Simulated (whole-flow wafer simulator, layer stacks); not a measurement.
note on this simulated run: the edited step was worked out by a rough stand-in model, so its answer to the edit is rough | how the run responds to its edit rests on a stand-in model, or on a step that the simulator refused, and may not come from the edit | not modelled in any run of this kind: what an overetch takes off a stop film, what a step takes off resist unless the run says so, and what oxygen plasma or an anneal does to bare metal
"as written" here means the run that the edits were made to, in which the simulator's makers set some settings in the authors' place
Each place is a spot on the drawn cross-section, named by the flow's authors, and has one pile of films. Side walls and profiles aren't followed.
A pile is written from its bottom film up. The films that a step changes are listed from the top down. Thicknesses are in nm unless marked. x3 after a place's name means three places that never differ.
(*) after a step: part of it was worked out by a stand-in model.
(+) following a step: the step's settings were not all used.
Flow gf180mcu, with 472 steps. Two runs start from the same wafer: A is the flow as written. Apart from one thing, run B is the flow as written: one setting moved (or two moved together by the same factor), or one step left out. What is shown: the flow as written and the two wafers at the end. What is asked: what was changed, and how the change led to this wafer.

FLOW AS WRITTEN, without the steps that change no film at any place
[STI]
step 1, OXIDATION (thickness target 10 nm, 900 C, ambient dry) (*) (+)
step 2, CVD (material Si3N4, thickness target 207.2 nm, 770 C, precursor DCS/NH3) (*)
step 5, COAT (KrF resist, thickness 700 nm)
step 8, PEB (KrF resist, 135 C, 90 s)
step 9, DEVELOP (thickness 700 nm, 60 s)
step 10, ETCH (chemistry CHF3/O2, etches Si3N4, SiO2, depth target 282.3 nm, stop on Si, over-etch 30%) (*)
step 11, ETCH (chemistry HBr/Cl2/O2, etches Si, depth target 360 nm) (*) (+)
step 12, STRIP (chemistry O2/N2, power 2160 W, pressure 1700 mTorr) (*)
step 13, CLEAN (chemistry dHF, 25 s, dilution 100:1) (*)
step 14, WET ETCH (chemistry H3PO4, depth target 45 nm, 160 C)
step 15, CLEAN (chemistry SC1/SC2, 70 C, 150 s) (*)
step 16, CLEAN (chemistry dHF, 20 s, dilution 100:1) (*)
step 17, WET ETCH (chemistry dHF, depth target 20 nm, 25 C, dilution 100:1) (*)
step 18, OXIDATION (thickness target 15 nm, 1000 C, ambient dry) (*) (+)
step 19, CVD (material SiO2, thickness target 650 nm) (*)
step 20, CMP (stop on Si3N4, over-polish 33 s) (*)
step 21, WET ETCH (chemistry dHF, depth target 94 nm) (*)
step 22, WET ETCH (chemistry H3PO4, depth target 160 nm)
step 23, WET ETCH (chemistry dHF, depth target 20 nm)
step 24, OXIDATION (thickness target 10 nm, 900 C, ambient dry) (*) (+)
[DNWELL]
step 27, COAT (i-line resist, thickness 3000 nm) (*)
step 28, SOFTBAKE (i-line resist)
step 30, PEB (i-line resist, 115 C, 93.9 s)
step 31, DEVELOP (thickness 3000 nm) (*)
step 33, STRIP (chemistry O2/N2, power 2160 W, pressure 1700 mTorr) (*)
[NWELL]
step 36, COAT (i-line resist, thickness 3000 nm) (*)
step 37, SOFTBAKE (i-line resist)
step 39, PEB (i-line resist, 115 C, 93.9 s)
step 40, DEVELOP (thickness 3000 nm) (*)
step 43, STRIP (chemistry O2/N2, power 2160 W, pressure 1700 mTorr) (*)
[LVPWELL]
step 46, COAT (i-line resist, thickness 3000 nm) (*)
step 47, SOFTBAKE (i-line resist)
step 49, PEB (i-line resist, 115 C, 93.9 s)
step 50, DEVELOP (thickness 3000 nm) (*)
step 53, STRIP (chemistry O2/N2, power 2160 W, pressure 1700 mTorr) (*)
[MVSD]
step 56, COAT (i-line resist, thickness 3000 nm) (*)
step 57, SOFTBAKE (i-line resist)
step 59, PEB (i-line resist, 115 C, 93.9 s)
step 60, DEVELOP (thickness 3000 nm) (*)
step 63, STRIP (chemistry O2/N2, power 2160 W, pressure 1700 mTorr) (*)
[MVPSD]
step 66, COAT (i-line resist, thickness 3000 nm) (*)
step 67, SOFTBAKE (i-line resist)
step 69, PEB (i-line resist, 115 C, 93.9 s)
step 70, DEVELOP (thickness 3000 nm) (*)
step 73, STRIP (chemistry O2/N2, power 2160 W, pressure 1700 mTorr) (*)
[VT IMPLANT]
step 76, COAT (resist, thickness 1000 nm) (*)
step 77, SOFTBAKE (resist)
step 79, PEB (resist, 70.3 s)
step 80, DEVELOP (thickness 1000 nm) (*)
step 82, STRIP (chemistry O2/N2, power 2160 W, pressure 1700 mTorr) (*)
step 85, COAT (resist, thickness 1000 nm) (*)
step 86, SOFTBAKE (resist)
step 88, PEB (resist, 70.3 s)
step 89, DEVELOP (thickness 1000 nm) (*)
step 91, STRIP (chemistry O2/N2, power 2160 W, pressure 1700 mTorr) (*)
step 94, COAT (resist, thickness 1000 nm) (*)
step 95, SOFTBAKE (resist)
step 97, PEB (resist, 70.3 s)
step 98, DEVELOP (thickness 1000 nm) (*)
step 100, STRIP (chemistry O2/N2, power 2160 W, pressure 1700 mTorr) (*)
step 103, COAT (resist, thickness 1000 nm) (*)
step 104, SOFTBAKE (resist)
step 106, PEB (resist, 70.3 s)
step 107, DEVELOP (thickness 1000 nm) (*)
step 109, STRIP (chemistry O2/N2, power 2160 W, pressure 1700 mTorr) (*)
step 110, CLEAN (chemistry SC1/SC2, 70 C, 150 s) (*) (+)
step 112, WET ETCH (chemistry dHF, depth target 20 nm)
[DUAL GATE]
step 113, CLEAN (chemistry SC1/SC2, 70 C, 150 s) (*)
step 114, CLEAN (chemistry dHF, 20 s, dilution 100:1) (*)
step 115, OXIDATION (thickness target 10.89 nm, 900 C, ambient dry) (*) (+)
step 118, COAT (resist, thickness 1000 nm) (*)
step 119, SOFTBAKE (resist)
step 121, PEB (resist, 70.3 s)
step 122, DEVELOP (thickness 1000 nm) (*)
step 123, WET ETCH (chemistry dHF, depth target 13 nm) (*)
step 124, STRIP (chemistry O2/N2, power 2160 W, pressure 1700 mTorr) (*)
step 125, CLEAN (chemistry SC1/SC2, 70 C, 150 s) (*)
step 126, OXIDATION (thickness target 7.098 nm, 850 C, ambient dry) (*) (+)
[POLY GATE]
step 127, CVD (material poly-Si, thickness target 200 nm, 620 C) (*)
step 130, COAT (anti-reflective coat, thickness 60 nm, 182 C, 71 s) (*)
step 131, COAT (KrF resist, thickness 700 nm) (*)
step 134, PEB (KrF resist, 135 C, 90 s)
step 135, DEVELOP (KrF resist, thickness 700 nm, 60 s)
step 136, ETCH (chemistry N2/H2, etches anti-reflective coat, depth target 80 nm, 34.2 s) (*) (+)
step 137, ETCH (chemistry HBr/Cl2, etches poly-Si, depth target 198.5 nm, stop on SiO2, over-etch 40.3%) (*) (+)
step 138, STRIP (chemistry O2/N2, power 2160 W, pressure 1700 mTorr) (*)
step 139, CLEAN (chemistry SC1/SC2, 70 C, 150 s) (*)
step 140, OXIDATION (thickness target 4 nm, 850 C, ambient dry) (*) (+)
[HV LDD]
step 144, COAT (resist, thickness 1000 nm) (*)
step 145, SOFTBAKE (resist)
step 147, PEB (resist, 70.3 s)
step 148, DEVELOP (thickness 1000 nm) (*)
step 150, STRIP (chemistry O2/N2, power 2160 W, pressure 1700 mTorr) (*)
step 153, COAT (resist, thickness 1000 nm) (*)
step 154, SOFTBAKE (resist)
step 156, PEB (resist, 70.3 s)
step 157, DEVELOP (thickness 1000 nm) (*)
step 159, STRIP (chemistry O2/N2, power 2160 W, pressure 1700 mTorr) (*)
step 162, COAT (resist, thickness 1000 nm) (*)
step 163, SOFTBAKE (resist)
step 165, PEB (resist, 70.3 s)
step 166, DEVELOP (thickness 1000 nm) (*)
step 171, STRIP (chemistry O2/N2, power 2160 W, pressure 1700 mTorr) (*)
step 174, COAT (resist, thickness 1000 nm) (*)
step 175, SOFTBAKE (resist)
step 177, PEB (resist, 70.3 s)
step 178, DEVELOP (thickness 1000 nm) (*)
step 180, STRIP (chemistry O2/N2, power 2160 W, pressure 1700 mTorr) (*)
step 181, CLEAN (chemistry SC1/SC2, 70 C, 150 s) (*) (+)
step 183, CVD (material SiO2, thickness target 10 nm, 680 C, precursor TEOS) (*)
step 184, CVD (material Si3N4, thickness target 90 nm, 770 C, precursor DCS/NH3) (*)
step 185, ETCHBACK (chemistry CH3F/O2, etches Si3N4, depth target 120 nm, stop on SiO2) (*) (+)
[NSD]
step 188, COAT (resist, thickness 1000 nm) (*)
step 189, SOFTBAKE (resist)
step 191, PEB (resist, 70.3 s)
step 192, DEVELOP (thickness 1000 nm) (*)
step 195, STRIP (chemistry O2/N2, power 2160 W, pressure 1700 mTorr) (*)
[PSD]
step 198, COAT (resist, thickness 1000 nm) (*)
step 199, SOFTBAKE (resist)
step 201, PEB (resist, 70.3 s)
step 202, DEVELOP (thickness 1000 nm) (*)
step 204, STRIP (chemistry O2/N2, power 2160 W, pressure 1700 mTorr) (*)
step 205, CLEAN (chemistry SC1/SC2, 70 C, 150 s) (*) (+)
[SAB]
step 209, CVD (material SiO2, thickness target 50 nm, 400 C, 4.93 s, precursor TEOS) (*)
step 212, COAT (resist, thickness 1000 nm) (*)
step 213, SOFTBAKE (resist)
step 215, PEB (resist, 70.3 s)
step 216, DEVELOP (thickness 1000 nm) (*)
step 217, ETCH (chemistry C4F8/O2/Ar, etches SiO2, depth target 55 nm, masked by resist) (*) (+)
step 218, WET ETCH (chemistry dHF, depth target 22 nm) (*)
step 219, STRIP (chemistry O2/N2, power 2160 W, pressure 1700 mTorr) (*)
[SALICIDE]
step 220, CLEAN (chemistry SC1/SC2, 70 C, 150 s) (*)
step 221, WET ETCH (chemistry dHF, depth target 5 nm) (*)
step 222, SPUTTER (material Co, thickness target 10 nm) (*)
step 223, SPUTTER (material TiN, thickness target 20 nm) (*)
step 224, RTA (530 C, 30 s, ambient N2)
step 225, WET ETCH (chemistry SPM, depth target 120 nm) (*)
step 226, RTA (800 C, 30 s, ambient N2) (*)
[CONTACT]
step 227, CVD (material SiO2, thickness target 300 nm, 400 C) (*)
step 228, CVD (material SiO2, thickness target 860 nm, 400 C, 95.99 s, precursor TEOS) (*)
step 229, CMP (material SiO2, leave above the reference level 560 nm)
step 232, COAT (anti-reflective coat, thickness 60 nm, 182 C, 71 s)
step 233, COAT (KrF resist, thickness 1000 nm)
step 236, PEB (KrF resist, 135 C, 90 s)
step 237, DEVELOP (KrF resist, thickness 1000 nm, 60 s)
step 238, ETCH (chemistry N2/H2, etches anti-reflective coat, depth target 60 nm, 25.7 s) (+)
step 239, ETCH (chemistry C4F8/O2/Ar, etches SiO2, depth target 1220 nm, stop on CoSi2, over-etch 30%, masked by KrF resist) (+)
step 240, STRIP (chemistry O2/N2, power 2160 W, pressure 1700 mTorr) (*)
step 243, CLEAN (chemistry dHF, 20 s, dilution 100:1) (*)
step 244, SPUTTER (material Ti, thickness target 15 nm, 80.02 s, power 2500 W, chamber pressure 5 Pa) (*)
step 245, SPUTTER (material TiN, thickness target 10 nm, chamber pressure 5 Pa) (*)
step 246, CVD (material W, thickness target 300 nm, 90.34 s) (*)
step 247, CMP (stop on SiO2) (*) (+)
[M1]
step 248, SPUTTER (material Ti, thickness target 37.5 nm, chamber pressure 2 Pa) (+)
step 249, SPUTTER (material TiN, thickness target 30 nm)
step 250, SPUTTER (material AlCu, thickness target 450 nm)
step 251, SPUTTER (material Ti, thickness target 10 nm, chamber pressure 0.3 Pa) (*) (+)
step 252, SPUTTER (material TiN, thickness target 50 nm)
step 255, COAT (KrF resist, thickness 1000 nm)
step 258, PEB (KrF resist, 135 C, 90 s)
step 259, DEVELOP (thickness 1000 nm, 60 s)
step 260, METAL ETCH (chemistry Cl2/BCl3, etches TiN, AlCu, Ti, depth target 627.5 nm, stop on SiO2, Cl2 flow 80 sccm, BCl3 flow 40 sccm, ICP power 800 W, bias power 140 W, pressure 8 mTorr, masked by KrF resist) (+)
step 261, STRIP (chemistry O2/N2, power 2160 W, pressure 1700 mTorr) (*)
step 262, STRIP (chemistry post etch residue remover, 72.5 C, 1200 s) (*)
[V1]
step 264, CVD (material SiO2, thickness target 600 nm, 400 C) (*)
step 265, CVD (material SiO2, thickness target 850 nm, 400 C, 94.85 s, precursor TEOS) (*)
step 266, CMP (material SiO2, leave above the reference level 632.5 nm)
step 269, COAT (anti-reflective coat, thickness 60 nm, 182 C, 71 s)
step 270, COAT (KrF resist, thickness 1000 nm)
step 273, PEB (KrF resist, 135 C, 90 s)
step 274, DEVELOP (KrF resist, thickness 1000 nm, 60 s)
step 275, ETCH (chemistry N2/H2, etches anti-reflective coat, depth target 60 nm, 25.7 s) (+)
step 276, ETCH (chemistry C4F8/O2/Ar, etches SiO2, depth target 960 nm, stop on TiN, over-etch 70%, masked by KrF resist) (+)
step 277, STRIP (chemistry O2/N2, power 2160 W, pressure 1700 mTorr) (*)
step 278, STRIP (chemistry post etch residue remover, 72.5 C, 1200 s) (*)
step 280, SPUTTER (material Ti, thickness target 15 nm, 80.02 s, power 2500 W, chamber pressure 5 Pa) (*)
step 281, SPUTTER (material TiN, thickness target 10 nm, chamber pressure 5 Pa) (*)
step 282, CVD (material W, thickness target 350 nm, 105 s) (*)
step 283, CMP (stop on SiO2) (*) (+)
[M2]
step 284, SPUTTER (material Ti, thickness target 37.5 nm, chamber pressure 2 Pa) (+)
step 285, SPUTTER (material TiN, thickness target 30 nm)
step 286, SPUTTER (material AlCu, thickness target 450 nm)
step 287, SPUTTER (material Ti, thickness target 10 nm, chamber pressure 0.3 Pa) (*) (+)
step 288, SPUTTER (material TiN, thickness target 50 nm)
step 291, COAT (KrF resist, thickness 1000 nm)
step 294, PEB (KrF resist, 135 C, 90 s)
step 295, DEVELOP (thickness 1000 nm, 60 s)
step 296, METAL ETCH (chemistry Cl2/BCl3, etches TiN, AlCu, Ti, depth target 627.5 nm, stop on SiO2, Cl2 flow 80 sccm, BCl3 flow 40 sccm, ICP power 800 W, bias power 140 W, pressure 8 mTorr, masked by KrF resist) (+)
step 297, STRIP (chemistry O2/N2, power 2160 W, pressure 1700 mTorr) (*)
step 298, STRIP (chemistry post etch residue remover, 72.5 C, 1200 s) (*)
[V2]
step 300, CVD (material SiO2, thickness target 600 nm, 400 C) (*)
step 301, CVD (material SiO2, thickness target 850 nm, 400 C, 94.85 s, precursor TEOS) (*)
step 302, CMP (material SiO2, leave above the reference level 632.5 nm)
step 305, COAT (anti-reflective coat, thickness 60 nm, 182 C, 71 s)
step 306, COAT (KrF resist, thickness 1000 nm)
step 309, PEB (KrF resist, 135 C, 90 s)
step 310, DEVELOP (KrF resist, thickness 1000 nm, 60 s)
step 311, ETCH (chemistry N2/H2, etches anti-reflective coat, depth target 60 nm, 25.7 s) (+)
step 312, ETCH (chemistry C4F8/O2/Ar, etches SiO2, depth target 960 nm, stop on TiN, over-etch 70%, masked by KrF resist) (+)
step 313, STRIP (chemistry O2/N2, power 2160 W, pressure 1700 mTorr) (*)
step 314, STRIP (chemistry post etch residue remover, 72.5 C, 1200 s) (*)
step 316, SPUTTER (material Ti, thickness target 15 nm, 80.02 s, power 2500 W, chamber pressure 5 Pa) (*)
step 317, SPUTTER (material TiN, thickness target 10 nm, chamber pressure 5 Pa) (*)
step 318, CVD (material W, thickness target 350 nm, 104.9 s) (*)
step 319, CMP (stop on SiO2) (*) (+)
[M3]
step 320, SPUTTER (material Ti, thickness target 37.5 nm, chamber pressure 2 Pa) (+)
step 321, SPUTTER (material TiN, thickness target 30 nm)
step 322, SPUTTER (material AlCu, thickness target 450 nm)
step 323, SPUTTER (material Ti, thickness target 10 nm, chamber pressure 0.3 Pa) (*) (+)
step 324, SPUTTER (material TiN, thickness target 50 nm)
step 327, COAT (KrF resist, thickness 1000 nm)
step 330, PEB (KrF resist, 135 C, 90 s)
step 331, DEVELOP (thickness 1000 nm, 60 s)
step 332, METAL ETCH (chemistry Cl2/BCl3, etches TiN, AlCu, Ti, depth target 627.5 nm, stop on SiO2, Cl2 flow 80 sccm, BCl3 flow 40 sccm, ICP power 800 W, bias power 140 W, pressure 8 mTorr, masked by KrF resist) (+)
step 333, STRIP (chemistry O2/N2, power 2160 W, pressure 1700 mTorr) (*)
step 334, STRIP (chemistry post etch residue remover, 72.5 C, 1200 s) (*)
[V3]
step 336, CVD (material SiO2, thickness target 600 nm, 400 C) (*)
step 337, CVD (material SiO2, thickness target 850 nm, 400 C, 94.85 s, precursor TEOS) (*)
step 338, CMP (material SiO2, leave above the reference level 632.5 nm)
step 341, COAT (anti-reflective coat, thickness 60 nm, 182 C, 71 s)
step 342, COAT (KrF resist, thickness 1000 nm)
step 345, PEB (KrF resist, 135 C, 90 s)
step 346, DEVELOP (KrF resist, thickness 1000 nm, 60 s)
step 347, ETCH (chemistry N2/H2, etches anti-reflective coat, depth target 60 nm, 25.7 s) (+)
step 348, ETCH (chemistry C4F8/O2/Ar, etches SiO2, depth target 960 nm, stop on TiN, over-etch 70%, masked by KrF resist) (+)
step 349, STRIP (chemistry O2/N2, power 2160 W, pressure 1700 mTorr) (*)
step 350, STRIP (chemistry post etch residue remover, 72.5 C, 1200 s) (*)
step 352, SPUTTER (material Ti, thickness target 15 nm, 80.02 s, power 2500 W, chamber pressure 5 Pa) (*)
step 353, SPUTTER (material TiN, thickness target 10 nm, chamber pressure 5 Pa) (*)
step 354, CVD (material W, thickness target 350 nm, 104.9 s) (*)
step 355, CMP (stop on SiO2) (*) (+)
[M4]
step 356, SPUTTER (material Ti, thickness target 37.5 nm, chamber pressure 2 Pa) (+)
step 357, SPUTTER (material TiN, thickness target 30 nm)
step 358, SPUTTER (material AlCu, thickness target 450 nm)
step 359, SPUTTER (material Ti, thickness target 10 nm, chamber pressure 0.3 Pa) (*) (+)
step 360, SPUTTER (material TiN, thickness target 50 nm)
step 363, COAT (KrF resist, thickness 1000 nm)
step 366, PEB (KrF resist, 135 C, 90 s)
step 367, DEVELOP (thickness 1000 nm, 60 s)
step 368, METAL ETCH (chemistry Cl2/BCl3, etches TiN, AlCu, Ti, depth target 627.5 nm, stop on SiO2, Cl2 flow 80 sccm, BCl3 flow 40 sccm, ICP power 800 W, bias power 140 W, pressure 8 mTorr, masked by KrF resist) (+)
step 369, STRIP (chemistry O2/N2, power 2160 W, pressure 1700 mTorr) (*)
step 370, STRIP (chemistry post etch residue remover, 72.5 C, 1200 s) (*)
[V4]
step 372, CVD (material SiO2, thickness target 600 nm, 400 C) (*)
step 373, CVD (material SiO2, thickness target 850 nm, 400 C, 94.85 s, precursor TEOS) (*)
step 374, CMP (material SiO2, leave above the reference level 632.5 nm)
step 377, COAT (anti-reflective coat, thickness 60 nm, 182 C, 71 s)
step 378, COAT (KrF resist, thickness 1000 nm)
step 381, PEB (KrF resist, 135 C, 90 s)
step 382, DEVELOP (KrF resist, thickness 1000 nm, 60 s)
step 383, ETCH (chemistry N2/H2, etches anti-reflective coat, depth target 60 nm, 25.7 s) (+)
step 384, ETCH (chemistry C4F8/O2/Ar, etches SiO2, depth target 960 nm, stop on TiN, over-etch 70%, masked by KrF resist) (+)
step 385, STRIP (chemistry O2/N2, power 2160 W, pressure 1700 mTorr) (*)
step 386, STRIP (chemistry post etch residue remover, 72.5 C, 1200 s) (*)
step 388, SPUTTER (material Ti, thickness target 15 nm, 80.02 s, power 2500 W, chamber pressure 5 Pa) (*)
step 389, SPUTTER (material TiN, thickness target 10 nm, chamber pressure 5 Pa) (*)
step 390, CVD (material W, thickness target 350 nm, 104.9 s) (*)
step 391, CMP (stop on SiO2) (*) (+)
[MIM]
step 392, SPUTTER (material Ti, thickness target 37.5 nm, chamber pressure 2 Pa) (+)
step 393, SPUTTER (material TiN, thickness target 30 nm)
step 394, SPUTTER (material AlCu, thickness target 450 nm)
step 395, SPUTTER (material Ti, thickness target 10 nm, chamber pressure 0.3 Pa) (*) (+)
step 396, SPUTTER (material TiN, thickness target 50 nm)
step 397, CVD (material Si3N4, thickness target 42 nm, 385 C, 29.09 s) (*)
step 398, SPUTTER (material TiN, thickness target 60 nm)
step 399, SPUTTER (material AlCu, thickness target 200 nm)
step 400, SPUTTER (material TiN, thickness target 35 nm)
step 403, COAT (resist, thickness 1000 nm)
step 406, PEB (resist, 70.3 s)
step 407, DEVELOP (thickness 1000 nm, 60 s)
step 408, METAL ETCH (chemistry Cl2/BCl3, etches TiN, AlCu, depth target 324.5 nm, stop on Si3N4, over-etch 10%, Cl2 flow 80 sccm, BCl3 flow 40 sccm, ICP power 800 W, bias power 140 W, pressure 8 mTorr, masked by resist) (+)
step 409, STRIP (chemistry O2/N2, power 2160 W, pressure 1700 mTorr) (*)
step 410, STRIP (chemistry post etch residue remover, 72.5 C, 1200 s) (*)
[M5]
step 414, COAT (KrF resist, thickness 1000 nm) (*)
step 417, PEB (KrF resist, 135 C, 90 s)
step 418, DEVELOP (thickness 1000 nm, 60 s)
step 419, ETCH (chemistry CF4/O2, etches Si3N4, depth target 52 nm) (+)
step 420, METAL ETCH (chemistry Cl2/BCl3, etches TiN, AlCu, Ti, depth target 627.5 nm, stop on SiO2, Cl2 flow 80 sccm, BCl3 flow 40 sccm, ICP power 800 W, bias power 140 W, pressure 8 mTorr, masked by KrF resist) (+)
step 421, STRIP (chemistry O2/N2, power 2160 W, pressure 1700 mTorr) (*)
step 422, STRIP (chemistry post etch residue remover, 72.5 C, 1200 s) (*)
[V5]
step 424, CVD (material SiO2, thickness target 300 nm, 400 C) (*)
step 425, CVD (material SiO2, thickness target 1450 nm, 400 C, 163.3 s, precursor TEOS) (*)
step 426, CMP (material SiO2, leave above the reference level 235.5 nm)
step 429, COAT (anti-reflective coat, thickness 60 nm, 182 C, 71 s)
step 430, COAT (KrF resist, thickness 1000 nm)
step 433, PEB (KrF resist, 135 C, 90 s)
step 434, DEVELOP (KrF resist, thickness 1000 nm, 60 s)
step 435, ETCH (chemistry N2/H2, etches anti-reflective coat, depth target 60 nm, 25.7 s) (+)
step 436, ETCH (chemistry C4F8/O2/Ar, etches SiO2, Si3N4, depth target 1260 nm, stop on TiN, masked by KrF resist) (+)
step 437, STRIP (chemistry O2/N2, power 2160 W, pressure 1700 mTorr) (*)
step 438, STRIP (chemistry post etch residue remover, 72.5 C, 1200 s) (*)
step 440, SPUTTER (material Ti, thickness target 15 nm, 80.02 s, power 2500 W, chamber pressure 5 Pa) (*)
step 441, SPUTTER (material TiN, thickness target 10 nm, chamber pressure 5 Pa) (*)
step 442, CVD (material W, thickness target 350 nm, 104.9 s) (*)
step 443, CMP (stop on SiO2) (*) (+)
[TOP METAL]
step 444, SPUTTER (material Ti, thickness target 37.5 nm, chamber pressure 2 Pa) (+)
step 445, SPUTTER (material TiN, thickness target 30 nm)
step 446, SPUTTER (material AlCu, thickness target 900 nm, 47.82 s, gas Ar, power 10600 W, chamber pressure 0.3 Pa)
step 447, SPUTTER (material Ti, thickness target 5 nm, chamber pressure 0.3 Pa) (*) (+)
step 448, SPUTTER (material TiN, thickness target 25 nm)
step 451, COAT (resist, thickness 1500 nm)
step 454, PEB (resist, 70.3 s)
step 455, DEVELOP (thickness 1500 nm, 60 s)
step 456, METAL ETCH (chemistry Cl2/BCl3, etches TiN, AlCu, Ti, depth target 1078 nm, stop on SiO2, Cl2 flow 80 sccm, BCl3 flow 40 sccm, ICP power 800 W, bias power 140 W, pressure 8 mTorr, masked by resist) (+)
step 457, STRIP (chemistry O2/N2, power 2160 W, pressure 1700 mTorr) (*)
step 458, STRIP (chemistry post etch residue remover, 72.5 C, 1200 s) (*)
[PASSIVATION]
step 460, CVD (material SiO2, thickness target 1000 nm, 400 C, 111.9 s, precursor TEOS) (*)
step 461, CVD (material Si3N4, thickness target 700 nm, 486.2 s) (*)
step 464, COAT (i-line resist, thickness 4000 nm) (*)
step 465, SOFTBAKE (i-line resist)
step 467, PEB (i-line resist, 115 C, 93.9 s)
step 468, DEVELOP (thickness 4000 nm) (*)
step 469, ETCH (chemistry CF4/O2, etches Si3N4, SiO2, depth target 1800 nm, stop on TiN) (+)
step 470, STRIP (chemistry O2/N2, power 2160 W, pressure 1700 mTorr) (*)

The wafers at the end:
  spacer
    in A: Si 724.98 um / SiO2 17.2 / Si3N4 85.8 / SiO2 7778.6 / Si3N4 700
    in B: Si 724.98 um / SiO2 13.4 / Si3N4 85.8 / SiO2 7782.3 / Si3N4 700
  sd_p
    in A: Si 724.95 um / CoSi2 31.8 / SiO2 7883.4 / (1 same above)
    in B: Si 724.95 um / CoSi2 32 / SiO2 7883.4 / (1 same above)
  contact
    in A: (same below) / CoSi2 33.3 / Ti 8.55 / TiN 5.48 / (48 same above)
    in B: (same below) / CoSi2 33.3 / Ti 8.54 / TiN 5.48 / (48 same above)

The reason: step 183, CVD: thickness target 6.25 nm was run, while the flow as written has thickness target 10 nm.

Step by step, how the change led to this:
  step 183, CVD (material SiO2, thickness target 10 nm, 680 C, precursor TEOS) (*)
      field, field__w1, field__w2 and 99 more: A +10 SiO2 | B +6.25 SiO2
      ld_drift_p: A +9.87 SiO2 | B +6.17 SiO2
      (as well as at 1 more place)
  step 189, SOFTBAKE (resist)
      field: A +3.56 resist | B -0.36 resist
      active_hv: A +2.68 resist | B -0.53 resist
      (as well as at 3 more places)
  step 199, SOFTBAKE (resist)
      field: A +3.56 resist | B -0.36 resist
      active_hv: A +2.68 resist | B -0.53 resist
      (as well as at 3 more places)
  step 218, WET ETCH (chemistry dHF, depth target 22 nm) (*)
      gate, gate_hv, gate_p and 23 more: A -5.48 SiO2 (all of it) | B -1.73 SiO2 (all of it)
      active, p_well, sd_n, iso_ptap_pw, iso_ntap_nw, iso_ptap_sub, vpnp_e: A -9.01 SiO2 (all of it) | B -5.26 SiO2 (all of it)
      (as well as at 16 more places)
  step 229, CMP (material SiO2, leave above the reference level 560 nm)
      mim: A -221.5 SiO2 | B -216.7 SiO2
